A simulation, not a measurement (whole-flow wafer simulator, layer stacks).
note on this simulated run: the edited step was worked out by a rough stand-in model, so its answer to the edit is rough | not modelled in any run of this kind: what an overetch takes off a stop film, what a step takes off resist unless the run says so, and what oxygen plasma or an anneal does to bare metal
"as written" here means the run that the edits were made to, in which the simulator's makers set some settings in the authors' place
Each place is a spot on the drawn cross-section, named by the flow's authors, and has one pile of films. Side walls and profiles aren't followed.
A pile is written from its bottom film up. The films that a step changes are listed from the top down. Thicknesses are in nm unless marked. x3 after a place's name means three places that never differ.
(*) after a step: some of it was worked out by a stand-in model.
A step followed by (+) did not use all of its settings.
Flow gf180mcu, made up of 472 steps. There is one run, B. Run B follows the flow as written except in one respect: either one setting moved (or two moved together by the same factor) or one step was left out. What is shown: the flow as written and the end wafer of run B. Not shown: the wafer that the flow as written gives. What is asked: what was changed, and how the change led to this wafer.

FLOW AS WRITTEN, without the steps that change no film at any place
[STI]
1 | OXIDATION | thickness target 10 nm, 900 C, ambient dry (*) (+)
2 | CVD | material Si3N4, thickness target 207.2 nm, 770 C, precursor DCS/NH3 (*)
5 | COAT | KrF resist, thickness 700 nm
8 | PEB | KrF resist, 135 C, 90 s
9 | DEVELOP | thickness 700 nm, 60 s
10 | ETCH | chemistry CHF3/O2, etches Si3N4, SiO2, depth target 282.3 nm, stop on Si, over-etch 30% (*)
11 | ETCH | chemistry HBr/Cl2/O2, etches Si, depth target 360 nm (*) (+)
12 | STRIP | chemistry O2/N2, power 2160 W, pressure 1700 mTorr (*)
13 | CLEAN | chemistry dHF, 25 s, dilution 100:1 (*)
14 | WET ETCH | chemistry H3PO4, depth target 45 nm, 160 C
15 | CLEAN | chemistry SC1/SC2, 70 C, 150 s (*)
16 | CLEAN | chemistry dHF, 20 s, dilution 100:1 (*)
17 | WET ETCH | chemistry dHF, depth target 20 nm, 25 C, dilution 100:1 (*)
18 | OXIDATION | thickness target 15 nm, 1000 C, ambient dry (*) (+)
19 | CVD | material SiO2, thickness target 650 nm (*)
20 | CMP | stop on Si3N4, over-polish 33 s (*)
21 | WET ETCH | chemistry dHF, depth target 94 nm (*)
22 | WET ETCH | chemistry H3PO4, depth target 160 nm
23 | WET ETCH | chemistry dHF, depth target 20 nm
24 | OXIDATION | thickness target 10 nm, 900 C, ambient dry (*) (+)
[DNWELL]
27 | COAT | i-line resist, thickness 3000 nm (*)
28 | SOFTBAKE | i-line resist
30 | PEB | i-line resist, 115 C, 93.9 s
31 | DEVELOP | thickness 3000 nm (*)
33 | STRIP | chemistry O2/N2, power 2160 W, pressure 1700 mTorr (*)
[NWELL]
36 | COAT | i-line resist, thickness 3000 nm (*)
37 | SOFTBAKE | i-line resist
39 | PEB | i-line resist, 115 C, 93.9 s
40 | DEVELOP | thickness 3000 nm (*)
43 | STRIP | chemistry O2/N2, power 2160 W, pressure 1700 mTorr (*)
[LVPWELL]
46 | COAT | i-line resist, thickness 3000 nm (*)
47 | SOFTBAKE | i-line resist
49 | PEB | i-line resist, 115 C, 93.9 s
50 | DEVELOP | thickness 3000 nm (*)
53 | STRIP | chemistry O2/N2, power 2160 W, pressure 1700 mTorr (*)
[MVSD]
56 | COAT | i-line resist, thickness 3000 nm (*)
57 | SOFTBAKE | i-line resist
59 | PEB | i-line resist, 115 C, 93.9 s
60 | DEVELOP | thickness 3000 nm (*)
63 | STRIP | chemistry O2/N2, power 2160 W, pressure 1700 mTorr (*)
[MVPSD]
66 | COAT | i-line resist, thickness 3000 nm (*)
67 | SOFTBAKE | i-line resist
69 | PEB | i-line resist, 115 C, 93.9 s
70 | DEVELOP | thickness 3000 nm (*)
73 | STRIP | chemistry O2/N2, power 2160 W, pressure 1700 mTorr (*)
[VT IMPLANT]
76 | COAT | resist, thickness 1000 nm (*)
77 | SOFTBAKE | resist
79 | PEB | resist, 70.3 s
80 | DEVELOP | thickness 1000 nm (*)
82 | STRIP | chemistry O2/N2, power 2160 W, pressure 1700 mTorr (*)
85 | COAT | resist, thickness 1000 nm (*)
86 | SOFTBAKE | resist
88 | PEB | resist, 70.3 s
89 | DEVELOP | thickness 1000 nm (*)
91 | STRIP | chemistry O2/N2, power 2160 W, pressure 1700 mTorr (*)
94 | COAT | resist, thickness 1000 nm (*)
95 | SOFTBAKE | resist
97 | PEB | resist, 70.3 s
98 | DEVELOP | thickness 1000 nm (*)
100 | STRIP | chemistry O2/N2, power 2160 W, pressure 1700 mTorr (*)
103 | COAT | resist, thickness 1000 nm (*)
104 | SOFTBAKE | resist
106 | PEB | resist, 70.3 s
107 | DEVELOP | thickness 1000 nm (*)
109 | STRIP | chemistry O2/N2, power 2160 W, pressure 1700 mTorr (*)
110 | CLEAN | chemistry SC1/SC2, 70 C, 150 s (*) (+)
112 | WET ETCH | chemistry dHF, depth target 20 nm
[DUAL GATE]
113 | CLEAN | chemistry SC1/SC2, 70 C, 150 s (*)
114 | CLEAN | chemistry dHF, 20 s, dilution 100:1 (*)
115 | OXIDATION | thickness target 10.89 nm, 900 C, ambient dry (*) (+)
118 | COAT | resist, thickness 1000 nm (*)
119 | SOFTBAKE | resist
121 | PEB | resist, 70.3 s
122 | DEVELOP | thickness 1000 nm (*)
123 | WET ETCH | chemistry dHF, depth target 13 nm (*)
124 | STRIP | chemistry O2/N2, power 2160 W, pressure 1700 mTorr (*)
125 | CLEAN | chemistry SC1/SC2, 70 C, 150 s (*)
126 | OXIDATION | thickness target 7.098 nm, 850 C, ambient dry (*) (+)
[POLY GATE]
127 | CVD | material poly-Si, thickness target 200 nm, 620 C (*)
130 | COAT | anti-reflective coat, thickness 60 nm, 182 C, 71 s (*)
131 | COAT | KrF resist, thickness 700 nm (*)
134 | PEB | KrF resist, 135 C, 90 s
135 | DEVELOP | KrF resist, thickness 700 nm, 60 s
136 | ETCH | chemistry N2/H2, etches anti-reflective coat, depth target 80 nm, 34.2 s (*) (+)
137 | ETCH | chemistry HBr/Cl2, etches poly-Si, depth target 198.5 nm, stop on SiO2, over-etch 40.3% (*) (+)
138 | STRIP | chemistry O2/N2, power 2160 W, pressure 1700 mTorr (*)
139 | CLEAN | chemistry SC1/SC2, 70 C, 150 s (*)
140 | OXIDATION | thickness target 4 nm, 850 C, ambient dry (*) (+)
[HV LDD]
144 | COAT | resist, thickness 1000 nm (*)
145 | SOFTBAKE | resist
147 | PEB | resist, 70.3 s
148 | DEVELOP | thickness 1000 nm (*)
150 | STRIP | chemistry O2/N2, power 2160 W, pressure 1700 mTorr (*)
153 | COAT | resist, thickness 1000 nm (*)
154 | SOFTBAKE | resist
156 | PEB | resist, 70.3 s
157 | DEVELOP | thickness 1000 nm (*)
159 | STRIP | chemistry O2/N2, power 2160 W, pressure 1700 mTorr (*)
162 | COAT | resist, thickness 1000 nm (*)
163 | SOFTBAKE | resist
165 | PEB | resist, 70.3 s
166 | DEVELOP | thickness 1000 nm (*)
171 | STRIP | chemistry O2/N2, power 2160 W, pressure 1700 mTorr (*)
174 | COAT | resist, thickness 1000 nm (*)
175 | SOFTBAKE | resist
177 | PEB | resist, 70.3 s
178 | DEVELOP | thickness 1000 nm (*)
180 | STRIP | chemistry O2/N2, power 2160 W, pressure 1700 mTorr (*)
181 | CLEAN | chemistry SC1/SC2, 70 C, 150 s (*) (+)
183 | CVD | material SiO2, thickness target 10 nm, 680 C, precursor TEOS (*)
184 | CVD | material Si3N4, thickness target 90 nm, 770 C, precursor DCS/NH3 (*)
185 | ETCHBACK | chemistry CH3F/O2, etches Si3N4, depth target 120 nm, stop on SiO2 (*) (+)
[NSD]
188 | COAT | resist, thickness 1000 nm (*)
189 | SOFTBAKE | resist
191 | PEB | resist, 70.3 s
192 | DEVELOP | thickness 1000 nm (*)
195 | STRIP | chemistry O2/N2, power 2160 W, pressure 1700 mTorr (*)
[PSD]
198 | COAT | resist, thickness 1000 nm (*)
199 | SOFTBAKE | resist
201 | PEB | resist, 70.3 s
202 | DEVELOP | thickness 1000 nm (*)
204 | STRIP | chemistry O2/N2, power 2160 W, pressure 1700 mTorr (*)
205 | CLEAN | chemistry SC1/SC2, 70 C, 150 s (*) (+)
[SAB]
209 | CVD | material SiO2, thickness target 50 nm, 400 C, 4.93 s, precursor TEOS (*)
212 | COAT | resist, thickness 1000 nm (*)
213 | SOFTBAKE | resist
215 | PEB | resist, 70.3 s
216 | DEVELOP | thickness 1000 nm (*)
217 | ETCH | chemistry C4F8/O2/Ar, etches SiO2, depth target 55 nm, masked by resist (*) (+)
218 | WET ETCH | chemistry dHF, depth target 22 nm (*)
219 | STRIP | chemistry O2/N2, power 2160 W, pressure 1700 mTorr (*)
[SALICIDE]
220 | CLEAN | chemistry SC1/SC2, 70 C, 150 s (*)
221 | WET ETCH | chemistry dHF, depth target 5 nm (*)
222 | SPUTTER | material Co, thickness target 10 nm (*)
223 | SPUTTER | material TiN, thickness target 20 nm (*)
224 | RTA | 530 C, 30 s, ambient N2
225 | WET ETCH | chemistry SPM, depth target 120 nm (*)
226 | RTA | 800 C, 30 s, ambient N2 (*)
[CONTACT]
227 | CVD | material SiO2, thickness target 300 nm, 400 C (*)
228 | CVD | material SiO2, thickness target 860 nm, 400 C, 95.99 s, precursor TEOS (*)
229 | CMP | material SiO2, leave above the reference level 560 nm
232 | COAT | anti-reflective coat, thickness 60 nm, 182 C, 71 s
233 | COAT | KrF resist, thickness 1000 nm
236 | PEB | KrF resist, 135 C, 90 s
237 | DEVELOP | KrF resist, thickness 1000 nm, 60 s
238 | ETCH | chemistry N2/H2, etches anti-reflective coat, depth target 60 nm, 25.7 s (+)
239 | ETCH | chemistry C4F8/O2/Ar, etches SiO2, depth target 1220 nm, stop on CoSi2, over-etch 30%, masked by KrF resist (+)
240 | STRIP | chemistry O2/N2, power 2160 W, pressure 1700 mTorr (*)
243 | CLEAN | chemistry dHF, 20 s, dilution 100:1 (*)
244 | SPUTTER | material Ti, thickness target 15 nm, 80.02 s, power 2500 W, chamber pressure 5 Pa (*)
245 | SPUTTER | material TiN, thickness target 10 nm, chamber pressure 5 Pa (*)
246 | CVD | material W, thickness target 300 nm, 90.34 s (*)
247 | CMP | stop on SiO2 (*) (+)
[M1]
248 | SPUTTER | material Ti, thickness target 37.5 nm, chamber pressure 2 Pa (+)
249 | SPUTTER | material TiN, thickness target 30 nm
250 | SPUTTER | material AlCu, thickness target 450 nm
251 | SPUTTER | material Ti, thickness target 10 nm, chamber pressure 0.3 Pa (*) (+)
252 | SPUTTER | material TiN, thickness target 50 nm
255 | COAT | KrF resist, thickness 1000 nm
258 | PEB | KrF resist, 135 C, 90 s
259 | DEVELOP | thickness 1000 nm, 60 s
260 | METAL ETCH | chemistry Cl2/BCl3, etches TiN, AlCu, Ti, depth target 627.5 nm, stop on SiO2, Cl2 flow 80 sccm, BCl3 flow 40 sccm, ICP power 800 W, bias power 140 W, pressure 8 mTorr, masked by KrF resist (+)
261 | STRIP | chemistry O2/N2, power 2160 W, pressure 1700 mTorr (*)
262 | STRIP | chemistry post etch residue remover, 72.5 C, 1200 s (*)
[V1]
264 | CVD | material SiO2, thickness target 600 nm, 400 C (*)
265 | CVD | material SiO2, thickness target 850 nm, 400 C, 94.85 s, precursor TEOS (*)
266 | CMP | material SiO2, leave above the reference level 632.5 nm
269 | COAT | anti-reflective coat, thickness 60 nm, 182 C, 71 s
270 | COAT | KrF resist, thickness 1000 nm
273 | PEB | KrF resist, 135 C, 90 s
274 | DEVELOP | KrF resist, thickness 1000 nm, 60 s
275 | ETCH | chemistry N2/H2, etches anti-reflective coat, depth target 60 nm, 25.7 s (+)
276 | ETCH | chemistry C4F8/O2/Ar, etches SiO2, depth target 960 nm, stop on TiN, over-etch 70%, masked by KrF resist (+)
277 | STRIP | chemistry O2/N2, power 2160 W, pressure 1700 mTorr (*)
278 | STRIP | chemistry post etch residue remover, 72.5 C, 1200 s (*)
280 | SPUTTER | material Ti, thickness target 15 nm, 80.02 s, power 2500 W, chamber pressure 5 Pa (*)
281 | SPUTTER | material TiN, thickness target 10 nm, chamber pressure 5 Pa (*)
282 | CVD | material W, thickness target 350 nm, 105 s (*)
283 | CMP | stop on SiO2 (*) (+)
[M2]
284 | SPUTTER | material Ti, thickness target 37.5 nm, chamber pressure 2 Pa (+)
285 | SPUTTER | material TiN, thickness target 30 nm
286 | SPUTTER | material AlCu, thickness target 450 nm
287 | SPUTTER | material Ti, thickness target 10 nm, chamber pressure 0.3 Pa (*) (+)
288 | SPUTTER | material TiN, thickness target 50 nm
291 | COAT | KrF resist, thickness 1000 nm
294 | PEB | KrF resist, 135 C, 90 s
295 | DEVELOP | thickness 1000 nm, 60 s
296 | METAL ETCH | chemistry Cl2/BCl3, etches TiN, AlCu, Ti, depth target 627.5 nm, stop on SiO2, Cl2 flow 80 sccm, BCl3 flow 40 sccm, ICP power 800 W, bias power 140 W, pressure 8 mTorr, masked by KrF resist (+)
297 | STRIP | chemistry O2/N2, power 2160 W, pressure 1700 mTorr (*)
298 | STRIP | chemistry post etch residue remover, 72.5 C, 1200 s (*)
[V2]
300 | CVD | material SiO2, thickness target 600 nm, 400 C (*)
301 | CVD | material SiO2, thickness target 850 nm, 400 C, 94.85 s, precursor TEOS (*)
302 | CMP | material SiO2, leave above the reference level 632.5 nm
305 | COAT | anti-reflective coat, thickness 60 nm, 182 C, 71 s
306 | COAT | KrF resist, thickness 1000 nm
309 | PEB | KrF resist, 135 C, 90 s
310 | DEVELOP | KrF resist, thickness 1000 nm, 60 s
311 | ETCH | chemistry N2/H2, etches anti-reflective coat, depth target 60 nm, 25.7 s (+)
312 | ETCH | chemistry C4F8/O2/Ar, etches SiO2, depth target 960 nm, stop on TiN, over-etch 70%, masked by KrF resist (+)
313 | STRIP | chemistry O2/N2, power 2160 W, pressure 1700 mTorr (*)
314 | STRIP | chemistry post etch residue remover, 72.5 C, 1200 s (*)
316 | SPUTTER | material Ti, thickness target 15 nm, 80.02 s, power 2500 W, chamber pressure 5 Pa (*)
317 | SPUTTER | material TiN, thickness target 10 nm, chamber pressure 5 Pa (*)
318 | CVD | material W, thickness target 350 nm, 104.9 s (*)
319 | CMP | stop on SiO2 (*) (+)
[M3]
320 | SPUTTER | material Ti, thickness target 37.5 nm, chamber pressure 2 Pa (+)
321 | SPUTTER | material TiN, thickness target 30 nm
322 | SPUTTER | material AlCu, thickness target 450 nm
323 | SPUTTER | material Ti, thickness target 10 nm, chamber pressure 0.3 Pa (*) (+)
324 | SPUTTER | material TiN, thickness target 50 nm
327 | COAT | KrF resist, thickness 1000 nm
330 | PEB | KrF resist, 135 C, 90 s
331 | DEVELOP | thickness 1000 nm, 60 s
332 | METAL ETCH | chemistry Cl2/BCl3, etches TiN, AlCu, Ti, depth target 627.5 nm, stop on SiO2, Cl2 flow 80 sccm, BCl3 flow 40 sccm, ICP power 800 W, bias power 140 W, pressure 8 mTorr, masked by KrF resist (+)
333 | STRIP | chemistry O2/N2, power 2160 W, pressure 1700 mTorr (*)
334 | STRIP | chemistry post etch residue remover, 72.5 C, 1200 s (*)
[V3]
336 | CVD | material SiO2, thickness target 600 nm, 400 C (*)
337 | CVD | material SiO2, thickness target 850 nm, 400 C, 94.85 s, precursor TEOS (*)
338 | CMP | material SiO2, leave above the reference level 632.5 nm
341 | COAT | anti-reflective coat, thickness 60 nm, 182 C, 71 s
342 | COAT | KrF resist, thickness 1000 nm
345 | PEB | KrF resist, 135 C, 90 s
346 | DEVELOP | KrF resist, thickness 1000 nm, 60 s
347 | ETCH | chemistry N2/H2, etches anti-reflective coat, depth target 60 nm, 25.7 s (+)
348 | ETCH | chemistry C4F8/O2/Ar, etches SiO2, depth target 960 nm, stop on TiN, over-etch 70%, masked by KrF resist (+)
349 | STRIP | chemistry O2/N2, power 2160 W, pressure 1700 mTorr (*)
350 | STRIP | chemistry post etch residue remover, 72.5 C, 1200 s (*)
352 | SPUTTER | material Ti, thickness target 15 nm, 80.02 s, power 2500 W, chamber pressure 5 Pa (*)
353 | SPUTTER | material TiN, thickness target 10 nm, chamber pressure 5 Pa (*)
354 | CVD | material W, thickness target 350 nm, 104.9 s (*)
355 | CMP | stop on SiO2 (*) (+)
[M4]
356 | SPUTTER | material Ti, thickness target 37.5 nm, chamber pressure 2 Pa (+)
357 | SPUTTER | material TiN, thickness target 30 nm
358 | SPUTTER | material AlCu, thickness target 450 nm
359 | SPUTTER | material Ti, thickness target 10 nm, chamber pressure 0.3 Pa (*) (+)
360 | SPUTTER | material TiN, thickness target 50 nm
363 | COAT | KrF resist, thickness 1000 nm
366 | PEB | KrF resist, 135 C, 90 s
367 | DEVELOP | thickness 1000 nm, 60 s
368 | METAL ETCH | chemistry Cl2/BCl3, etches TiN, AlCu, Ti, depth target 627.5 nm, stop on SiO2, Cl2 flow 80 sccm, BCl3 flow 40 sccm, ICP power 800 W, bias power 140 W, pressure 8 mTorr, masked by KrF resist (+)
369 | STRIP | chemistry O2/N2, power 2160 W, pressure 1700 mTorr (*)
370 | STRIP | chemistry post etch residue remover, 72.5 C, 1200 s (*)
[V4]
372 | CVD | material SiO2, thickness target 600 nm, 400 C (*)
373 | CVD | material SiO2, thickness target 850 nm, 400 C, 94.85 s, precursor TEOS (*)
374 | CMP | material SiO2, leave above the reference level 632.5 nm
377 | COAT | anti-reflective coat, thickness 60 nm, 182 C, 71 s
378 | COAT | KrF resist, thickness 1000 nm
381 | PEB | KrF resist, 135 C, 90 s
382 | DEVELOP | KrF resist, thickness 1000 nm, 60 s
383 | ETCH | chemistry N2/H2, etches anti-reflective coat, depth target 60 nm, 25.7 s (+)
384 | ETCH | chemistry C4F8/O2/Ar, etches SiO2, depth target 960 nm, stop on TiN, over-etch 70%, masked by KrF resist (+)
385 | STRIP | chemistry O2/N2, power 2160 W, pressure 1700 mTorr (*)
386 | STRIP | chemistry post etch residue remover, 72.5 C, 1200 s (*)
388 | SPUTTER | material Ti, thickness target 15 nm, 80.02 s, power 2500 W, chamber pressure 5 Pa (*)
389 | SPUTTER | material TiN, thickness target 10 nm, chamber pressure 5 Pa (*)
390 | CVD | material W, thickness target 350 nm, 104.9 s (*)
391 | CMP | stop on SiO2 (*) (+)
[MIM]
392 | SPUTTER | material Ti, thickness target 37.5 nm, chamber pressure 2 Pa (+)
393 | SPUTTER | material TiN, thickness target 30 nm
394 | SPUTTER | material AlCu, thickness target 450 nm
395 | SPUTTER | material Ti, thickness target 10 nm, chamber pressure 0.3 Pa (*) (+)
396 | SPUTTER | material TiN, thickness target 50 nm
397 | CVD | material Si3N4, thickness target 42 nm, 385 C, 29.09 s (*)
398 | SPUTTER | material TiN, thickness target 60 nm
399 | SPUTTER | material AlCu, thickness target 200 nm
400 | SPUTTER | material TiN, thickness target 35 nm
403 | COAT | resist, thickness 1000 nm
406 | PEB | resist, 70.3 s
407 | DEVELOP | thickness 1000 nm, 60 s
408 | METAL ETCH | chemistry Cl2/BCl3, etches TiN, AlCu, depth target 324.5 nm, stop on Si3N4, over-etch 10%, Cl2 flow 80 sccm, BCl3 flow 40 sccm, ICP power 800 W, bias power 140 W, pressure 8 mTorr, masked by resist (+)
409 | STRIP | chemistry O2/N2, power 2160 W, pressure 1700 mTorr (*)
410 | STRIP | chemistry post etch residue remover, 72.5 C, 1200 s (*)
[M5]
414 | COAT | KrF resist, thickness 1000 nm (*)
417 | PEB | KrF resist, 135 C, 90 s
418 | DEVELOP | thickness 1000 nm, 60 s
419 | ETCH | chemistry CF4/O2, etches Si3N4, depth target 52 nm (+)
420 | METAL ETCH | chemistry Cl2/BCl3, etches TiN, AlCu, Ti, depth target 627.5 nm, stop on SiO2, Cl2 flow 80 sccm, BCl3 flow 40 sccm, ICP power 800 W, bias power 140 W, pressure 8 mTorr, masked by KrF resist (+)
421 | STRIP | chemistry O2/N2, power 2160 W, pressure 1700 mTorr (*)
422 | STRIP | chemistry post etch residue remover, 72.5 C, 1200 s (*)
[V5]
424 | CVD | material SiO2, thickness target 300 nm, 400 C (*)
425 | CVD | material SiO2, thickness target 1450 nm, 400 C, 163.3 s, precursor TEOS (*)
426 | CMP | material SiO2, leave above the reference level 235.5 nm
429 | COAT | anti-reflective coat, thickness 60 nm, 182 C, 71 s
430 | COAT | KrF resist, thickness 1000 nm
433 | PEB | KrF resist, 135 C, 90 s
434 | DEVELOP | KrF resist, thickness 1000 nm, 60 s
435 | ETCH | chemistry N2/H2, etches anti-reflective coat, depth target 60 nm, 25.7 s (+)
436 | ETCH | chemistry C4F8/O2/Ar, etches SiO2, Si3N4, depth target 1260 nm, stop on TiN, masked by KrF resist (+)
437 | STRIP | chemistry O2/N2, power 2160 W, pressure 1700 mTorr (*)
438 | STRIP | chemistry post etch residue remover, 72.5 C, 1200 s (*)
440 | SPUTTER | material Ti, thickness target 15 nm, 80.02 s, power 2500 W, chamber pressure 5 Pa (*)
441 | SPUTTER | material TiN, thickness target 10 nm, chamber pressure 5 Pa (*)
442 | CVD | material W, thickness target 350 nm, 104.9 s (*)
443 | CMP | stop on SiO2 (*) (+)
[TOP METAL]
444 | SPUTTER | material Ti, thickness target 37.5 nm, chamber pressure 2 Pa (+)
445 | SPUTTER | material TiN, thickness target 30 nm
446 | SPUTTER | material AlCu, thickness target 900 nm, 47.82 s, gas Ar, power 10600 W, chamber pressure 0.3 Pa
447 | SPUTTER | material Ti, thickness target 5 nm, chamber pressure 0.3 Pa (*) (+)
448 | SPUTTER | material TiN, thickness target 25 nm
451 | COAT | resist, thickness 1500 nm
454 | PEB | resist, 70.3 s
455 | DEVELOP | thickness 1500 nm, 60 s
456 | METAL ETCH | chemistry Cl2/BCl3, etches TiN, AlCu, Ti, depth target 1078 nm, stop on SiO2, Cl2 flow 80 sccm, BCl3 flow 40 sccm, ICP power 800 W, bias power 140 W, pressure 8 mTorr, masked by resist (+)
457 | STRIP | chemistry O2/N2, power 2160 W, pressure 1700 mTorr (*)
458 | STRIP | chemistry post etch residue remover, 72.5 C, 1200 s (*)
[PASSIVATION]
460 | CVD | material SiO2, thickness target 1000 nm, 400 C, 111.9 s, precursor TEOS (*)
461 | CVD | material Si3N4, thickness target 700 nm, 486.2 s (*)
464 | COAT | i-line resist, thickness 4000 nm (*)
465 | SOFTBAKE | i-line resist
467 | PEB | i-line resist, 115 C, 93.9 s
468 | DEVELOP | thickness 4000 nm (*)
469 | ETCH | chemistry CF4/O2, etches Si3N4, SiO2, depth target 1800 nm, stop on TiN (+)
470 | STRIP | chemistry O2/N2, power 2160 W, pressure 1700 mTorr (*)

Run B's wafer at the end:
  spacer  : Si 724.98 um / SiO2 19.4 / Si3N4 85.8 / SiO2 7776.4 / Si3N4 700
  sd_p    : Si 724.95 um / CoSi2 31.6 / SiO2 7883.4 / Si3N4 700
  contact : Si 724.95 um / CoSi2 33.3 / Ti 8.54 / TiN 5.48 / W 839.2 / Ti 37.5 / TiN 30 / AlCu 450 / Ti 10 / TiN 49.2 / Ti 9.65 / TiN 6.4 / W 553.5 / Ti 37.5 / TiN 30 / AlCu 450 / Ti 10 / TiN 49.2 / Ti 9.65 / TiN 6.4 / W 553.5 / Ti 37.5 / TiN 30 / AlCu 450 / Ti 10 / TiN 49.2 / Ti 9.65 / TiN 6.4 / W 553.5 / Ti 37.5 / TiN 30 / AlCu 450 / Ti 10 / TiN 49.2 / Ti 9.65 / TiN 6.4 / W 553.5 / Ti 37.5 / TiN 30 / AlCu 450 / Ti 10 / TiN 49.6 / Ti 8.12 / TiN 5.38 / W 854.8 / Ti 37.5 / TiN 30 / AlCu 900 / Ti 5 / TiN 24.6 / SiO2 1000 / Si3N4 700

The reason: step 183, CVD: thickness target 12.2 nm was run, whereas the flow has thickness target 10 nm.

How this came from the change, step by step:
  183 | CVD | material SiO2, thickness target 10 nm, 680 C, precursor TEOS (*)
      field, field__w1, field__w2 and 99 more: SiO2 gains 12.2 (as written it would have been: SiO2 gains 10)
      ld_drift_p: SiO2 gains 12 (as written it would have been: SiO2 gains 9.87)
      (also at 1 further place)
  189 | SOFTBAKE | resist
      field__w9: resist loses 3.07 (as written it would have been: resist gains 6.92)
      nw_enc_fld_lv__w3: resist loses 1.6 (as written it would have been: resist gains 2.11)
      (also at 1 further place)
  199 | SOFTBAKE | resist
      field__w9: resist loses 3.07 (as written it would have been: resist gains 6.92)
      nw_enc_fld_lv__w3: resist loses 1.6 (as written it would have been: resist gains 2.11)
      (also at 1 further place)
  218 | WET ETCH | chemistry dHF, depth target 22 nm (*)
      gate, gate_hv, gate_p and 23 more: SiO2 loses 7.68 (all of it) (as written it would have been: SiO2 loses 5.48 (all of it))
      active, p_well, sd_n, iso_ptap_pw, iso_ntap_nw, iso_ptap_sub, vpnp_e: SiO2 loses 11.2 (all of it) (as written it would have been: SiO2 loses 9.01 (all of it))
      (also at 16 further places)
